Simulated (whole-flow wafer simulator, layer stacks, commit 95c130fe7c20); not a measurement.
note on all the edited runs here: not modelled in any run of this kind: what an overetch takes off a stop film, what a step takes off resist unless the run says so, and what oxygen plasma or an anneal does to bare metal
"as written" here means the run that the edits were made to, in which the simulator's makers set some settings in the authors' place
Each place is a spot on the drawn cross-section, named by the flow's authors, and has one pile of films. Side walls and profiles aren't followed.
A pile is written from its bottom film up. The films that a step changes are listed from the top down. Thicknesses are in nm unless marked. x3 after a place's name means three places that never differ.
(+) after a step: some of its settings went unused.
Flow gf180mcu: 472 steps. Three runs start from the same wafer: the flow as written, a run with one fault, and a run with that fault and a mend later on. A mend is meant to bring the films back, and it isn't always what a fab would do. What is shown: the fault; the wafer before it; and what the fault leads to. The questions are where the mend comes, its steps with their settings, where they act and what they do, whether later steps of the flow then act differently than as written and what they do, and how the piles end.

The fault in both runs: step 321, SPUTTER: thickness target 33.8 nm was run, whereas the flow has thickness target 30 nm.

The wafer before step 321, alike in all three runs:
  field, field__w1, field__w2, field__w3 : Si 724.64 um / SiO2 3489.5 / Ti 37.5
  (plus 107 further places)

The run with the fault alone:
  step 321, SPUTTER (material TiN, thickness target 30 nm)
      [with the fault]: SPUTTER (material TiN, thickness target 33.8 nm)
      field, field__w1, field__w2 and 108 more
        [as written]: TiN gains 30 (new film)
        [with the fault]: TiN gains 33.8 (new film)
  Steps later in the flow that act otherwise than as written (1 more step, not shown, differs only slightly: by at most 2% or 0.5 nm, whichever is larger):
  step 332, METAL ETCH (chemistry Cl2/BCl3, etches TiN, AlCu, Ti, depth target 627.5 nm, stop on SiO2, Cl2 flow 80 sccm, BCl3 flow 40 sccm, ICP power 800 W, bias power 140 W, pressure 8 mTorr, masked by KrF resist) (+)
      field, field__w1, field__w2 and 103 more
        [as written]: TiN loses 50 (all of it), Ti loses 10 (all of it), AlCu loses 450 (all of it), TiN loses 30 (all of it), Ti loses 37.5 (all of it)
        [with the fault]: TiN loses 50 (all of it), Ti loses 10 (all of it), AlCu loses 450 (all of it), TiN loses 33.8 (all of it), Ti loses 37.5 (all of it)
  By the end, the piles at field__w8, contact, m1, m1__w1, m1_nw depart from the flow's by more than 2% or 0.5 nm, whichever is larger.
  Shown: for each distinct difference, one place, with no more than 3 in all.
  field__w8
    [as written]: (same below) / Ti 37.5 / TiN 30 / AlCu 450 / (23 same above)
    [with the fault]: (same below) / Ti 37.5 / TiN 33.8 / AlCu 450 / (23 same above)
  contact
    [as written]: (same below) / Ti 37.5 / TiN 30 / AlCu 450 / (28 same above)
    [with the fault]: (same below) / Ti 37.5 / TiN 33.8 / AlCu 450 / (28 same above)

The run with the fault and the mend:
  The mend stands after step 321.
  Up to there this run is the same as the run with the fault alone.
  step 321a, METAL ETCH (chemistry Cl2/BCl3, etches TiN, AlCu, Ti, depth target 3.8 nm, Cl2 flow 80 sccm, BCl3 flow 40 sccm, ICP power 800 W, bias power 140 W, pressure 8 mTorr) (a further turn of the flow's step 260, with different settings)
      field, field__w1, field__w2 and 108 more
        TiN loses 3.8
  Every later step of the flow that is run acts as written at every place that is followed.
  The piles end the same as the flow's at every place that both follow.
